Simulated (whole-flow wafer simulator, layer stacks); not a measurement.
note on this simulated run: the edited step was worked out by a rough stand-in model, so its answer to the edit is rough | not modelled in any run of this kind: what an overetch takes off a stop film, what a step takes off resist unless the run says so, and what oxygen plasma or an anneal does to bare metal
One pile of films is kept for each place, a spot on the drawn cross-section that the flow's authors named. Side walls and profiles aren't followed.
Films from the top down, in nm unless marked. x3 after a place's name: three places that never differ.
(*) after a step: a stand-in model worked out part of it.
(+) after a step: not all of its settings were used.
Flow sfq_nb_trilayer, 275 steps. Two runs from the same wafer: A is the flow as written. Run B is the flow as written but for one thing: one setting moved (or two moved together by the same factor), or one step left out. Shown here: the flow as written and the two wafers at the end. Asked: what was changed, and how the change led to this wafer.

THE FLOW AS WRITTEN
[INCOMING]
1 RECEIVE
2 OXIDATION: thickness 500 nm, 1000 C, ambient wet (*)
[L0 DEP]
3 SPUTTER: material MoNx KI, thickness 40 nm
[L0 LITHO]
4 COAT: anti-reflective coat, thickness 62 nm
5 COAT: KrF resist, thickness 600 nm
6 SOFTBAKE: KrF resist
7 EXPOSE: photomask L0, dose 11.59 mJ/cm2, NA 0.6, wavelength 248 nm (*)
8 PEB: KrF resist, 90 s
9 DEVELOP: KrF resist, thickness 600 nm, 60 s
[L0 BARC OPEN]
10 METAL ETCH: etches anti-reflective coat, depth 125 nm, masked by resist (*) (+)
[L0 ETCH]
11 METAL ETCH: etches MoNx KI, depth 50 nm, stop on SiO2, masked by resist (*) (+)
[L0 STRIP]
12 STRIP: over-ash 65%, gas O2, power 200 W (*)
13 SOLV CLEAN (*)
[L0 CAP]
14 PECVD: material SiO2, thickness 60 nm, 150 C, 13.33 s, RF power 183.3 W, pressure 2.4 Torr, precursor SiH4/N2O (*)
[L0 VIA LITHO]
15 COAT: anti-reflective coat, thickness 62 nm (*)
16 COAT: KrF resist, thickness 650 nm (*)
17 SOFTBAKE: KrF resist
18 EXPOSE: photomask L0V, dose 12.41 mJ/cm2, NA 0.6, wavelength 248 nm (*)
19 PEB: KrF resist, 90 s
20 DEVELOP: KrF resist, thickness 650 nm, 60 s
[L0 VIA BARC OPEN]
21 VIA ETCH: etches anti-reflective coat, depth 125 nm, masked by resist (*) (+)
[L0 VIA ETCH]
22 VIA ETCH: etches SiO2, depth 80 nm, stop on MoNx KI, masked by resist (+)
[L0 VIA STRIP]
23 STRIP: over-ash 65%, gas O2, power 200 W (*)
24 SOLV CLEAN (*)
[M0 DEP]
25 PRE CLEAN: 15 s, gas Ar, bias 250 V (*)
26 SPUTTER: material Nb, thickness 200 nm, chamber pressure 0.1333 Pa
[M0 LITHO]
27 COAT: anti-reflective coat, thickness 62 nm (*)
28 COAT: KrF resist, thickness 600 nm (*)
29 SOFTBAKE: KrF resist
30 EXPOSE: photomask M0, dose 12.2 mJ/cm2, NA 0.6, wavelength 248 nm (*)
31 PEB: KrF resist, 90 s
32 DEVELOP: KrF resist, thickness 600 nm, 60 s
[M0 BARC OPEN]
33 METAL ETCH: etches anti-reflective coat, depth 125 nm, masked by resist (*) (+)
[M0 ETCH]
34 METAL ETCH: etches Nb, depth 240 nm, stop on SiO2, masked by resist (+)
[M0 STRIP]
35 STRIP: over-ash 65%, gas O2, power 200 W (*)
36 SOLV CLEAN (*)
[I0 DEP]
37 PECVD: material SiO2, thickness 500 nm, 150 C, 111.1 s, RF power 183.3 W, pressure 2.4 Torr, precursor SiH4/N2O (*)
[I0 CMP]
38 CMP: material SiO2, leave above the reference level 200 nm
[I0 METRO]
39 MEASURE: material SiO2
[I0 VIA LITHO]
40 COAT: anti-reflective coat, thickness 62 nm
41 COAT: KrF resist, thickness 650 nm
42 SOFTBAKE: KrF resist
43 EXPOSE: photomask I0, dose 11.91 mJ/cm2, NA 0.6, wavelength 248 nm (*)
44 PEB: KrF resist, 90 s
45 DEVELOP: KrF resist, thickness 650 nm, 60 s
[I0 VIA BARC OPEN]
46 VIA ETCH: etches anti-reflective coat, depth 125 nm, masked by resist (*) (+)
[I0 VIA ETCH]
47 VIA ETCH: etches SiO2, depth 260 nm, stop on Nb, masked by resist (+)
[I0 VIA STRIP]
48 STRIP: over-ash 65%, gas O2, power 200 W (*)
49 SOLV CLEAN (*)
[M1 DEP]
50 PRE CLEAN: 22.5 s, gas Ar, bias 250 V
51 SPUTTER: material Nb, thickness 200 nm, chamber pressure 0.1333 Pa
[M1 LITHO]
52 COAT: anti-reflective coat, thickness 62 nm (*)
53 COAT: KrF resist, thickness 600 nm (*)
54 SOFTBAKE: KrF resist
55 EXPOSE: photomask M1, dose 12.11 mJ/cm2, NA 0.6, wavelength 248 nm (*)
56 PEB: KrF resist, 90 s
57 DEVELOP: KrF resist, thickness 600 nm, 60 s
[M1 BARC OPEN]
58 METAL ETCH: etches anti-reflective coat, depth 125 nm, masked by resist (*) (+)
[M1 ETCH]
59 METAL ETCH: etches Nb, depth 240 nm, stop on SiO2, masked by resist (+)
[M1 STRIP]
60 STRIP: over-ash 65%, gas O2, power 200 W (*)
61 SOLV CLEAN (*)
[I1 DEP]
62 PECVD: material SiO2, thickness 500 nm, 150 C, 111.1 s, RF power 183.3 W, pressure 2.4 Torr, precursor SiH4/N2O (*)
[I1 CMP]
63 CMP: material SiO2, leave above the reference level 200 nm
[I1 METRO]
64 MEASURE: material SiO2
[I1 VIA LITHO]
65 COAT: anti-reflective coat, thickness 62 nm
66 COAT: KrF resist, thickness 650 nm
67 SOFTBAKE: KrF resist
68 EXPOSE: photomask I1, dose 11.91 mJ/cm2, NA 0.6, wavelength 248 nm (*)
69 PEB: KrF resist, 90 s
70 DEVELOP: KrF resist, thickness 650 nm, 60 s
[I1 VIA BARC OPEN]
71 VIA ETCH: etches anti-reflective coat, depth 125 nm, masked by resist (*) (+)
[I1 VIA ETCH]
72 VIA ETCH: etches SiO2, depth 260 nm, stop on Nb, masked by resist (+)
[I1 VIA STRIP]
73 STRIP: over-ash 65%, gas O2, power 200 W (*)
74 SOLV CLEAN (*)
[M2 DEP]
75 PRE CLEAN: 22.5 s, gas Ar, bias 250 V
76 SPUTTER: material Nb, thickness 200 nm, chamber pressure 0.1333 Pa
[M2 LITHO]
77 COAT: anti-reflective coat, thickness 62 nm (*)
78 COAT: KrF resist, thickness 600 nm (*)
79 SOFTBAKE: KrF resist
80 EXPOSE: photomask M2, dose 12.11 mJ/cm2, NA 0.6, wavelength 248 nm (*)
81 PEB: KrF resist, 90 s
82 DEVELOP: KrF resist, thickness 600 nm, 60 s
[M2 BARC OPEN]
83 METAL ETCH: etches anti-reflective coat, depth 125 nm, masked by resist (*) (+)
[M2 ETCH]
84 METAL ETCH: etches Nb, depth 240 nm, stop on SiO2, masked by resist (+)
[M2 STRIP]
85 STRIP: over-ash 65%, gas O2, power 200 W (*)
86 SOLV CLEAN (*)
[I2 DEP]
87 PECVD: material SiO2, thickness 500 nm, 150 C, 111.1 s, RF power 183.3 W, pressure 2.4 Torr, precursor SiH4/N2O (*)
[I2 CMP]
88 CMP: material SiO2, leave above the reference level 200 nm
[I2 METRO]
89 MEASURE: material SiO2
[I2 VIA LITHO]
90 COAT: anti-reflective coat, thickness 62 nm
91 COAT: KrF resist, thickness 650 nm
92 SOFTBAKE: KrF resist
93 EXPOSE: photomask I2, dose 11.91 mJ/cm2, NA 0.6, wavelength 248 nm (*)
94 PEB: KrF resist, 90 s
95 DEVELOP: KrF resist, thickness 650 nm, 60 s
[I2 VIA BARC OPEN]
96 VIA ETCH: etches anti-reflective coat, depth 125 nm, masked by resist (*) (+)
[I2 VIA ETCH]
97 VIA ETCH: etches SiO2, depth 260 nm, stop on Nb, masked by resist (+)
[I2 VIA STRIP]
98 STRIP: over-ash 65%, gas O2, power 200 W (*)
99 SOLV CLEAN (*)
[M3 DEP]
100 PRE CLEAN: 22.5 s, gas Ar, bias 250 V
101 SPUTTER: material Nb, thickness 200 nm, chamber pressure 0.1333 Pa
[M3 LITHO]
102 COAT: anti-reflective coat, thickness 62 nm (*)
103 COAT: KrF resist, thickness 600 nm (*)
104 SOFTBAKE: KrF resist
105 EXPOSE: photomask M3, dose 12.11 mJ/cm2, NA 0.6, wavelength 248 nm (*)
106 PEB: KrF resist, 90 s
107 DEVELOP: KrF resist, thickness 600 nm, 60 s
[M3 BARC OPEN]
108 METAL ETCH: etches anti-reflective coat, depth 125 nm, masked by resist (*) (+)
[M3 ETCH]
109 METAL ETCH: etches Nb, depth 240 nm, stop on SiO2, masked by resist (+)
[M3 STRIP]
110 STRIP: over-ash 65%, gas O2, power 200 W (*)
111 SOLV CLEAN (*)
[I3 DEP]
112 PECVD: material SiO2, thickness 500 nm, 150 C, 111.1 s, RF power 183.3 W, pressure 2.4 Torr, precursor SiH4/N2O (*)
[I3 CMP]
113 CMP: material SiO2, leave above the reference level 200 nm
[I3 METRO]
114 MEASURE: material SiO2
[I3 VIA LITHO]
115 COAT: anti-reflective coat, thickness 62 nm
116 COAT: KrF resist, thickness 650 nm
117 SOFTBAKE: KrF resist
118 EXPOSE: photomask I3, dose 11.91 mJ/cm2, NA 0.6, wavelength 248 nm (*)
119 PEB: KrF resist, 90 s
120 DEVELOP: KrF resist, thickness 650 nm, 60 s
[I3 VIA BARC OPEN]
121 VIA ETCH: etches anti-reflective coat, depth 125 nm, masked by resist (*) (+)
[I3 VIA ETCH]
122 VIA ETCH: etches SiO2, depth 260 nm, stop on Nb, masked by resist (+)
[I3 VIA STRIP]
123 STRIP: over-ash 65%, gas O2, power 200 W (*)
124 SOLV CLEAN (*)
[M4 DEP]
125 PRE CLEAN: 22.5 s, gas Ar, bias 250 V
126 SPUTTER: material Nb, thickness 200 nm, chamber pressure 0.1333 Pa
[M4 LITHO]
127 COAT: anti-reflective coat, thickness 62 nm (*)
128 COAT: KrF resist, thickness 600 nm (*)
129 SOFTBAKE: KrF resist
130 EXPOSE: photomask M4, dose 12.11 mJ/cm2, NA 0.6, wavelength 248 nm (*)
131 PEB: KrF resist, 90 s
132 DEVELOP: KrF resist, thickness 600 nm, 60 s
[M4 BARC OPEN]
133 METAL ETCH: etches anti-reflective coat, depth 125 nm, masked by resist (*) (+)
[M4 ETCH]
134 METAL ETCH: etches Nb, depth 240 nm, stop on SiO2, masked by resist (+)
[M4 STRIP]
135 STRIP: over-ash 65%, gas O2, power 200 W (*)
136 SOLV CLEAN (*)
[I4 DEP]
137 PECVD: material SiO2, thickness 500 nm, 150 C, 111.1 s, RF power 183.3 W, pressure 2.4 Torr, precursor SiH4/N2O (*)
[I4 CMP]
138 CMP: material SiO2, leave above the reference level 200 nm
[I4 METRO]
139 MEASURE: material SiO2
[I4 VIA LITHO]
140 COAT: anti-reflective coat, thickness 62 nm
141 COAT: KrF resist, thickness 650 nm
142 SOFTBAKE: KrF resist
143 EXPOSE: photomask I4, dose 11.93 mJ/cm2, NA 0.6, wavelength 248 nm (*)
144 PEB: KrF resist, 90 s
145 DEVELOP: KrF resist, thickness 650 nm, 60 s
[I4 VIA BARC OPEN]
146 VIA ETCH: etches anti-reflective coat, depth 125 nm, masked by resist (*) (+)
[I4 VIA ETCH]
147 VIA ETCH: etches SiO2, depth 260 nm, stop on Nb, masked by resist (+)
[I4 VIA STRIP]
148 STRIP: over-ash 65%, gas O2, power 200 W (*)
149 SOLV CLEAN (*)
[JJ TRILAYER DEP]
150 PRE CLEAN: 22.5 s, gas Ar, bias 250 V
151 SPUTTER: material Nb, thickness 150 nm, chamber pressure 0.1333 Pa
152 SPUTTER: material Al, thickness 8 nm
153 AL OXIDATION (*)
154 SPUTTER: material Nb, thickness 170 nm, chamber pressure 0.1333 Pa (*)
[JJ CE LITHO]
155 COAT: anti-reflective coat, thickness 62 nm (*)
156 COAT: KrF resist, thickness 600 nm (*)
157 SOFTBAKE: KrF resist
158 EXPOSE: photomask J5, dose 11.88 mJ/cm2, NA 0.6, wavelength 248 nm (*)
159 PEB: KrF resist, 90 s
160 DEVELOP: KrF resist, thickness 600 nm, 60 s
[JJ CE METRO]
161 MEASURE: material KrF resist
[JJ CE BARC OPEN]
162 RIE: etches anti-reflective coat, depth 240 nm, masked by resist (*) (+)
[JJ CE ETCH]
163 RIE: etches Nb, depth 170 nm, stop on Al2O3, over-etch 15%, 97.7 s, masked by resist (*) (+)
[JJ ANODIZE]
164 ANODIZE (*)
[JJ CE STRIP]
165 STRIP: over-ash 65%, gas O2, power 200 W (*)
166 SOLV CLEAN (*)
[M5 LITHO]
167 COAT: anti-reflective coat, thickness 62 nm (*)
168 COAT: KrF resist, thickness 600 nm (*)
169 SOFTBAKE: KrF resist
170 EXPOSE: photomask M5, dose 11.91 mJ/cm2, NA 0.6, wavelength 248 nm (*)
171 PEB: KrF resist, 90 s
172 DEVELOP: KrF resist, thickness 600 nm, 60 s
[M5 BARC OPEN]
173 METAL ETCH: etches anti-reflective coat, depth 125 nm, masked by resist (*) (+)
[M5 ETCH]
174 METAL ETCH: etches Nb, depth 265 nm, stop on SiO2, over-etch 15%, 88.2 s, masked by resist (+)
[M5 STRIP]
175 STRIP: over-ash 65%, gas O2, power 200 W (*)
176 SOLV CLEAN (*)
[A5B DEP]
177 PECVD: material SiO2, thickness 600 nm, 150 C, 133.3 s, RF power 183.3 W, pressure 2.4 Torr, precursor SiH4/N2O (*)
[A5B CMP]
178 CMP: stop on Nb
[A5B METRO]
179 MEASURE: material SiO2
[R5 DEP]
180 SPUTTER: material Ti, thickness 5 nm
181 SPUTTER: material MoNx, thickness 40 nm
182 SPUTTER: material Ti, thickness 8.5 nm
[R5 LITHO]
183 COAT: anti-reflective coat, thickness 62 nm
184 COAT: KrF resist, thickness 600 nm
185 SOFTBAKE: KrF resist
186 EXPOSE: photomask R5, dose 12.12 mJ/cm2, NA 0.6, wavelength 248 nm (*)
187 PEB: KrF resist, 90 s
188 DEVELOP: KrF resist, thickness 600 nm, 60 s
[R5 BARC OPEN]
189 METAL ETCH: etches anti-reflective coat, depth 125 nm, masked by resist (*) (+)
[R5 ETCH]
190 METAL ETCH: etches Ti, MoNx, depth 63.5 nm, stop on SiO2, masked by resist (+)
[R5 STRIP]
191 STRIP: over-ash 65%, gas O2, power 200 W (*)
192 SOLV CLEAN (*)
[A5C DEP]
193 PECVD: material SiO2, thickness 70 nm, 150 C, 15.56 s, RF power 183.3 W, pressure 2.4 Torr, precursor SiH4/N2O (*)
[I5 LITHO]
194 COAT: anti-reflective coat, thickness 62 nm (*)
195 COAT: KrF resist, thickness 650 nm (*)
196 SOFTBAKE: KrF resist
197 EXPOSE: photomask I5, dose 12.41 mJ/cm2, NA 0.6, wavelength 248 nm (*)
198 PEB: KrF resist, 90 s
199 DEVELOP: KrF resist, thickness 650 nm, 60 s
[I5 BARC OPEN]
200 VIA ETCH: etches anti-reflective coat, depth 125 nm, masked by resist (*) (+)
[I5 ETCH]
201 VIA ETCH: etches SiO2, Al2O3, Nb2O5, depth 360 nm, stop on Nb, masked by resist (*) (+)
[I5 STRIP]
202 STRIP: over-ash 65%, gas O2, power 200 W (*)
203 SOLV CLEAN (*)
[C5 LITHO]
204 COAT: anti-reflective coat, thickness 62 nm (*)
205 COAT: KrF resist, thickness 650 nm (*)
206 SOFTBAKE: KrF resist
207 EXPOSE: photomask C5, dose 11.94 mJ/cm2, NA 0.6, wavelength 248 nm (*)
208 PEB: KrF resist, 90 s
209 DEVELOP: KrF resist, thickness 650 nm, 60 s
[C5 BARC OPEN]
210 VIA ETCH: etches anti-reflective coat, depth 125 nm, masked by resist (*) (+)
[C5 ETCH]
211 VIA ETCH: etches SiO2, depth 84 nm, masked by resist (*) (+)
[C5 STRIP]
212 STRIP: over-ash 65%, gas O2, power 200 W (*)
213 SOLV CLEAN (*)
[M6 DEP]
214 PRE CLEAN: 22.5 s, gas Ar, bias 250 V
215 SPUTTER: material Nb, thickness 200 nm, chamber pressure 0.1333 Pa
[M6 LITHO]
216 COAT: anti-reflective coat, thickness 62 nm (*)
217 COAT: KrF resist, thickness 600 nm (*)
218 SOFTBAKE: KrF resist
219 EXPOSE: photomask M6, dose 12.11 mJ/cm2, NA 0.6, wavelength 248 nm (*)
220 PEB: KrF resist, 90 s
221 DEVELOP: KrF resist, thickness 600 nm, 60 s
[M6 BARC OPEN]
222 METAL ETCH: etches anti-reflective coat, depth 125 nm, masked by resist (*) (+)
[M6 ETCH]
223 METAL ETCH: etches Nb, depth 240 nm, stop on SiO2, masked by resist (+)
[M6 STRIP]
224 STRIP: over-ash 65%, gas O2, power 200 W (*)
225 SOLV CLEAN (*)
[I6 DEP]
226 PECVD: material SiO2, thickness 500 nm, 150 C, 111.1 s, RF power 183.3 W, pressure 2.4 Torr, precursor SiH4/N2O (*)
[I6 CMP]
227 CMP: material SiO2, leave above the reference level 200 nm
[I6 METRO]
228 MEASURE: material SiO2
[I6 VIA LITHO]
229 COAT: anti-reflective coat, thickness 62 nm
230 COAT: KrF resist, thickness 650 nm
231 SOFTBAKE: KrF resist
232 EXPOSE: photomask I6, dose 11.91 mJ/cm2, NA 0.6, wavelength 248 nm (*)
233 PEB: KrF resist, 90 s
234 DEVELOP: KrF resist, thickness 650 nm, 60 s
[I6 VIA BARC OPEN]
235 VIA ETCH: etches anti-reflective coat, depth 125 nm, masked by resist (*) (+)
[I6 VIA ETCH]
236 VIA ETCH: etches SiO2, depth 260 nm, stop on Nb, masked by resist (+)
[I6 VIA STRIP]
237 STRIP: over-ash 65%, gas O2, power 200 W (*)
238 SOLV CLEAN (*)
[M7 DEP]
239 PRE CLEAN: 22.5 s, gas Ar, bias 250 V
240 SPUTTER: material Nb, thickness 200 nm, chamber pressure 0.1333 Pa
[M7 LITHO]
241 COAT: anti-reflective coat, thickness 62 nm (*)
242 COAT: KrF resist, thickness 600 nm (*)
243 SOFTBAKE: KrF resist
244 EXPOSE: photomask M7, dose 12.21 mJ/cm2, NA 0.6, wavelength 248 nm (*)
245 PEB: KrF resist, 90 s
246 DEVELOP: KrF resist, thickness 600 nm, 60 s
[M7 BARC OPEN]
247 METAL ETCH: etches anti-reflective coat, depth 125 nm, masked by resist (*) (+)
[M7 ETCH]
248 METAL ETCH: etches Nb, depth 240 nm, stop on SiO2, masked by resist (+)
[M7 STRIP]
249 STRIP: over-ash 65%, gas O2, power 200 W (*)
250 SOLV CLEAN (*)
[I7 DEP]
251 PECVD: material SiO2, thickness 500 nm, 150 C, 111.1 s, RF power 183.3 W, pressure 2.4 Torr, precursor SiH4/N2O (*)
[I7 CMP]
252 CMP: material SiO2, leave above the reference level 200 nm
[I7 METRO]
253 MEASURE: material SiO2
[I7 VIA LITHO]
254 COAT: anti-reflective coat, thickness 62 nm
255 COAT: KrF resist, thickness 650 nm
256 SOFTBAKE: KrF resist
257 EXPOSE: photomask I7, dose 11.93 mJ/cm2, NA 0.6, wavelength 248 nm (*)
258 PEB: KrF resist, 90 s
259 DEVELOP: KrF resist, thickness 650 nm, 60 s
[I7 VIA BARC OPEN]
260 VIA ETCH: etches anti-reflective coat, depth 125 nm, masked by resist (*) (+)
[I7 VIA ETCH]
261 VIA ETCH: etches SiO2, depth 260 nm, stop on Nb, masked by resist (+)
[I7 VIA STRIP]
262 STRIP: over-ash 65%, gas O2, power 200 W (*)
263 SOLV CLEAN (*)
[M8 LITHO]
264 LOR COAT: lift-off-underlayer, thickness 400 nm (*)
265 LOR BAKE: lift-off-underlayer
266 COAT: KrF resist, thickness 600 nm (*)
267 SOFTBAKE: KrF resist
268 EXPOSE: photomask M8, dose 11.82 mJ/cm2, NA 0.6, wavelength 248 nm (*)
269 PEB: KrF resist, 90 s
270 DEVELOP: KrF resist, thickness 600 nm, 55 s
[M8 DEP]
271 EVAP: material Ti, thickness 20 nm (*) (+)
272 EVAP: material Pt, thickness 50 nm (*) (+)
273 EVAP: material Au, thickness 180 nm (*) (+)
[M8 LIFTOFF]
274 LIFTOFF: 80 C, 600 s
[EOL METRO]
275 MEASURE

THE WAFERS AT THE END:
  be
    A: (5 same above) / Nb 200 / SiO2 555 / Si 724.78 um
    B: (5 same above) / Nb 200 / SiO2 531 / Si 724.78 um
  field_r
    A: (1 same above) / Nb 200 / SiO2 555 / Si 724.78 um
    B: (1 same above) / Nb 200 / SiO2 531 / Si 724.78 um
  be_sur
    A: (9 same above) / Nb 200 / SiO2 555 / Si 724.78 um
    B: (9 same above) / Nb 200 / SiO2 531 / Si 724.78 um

The cause: step 14, PECVD: thickness 36 nm was run, where the flow has thickness 60 nm; step 14, PECVD: 8 s was run, where the flow has 13.33 s.

How the change led to this, step by step:
  14 PECVD: material SiO2, thickness 60 nm, 150 C, 13.33 s, RF power 183.3 W, pressure 2.4 Torr, precursor SiH4/N2O (*)
      v_sur, via_wl, via_w and 97 more: A SiO2 +60 | B SiO2 +36
      field_l, l0_sur, l0v, l0r_line_l, l0r_line_c, l0r_line_r: A SiO2 +60 (new film) | B SiO2 +36 (new film)
  22 VIA ETCH: etches SiO2, depth 80 nm, stop on MoNx KI, masked by resist (+)
      field_l, v_sur, via_wl and 102 more: A KrF resist -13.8 | B KrF resist -9.27
      l0v: A SiO2 -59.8 (all of it) | B SiO2 -35.8 (all of it)
  26 SPUTTER: material Nb, thickness 200 nm, chamber pressure 0.1333 Pa
      l0v: A Nb +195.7 (new film) | B Nb +200 (new film)
  27 COAT: anti-reflective coat, thickness 62 nm (*)
      l0_sur: A anti-reflective coat +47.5 (new film) | B anti-reflective coat +50.2 (new film)
      l0v: A anti-reflective coat +78 (new film) | B anti-reflective coat +70.4 (new film)
  28 COAT: KrF resist, thickness 600 nm (*)
      l0v: A KrF resist +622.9 (new film) | B KrF resist +607.9 (new film)
  35 STRIP: over-ash 65%, gas O2, power 200 W (*)
      l0_sur: A KrF resist -372 (all of it), anti-reflective coat -47.5 (all of it) | B KrF resist -373.5 (all of it), anti-reflective coat -50.2 (all of it)
      l0v: A KrF resist -405.3 (all of it), anti-reflective coat -78 (all of it) | B KrF resist -390.2 (all of it), anti-reflective coat -70.4 (all of it)
  38 CMP: material SiO2, leave above the reference level 200 nm
      l0v: A SiO2 -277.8 | B SiO2 -306.1
